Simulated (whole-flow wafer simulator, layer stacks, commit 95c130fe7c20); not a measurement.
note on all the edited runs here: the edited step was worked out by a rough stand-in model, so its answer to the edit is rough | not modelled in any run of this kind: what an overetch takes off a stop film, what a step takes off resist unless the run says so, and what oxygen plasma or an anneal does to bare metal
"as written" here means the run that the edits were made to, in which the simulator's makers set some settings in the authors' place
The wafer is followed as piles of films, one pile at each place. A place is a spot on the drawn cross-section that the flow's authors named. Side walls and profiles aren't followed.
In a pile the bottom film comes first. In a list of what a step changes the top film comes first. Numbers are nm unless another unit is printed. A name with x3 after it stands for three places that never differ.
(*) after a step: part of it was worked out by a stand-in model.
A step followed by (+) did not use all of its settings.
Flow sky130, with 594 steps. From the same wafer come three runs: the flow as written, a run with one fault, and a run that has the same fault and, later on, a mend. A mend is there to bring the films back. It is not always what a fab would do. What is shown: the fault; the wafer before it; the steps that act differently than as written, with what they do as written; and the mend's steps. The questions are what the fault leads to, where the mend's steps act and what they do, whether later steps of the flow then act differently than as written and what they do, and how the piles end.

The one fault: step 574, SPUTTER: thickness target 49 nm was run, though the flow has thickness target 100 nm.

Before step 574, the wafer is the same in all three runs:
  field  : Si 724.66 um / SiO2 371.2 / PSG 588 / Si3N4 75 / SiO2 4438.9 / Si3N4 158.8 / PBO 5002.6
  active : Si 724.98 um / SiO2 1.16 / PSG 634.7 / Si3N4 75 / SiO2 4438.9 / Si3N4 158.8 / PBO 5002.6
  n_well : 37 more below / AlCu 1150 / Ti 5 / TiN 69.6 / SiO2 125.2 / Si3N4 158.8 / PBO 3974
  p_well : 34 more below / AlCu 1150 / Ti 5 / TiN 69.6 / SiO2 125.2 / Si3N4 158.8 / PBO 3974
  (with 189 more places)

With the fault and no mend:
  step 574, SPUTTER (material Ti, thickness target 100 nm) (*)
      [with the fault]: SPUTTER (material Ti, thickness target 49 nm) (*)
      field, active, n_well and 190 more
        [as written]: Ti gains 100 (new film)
        [with the fault]: Ti gains 49 (new film)
  Steps further on in the flow that do not act as written (not shown: 7 more steps that differ only slightly, by at most 2% or 0.5 nm, whichever is larger):
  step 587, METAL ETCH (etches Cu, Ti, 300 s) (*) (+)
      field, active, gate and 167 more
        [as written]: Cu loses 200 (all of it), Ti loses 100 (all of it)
        [with the fault]: Cu loses 200 (all of it), Ti loses 49 (all of it)
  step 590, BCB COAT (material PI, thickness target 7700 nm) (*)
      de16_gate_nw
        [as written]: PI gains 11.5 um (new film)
        [with the fault]: PI gains 11.46 um (new film)
  The piles end different from the flow's at n_well, p_well, sd_n and 20 more by more than 2% or 0.5 nm, whichever is larger.
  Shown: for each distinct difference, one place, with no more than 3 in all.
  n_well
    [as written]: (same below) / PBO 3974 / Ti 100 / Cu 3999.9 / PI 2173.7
    [with the fault]: (same below) / PBO 3974 / Ti 49 / Cu 3999.9 / PI 2206.8
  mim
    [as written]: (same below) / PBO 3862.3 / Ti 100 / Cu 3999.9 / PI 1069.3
    [with the fault]: (same below) / PBO 3862.3 / Ti 49 / Cu 3999.9 / PI 1117
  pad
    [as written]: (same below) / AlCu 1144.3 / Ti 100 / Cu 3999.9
    [with the fault]: (same below) / AlCu 1144.3 / Ti 49 / Cu 3999.9

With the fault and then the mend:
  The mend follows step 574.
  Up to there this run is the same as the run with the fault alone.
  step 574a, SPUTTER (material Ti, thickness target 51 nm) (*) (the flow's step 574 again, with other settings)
      field, active, n_well and 190 more
        Ti gains 51
  Every later step of the flow that is run acts as written at every place that is followed.
  The piles end the same as the flow's at every place that both follow.
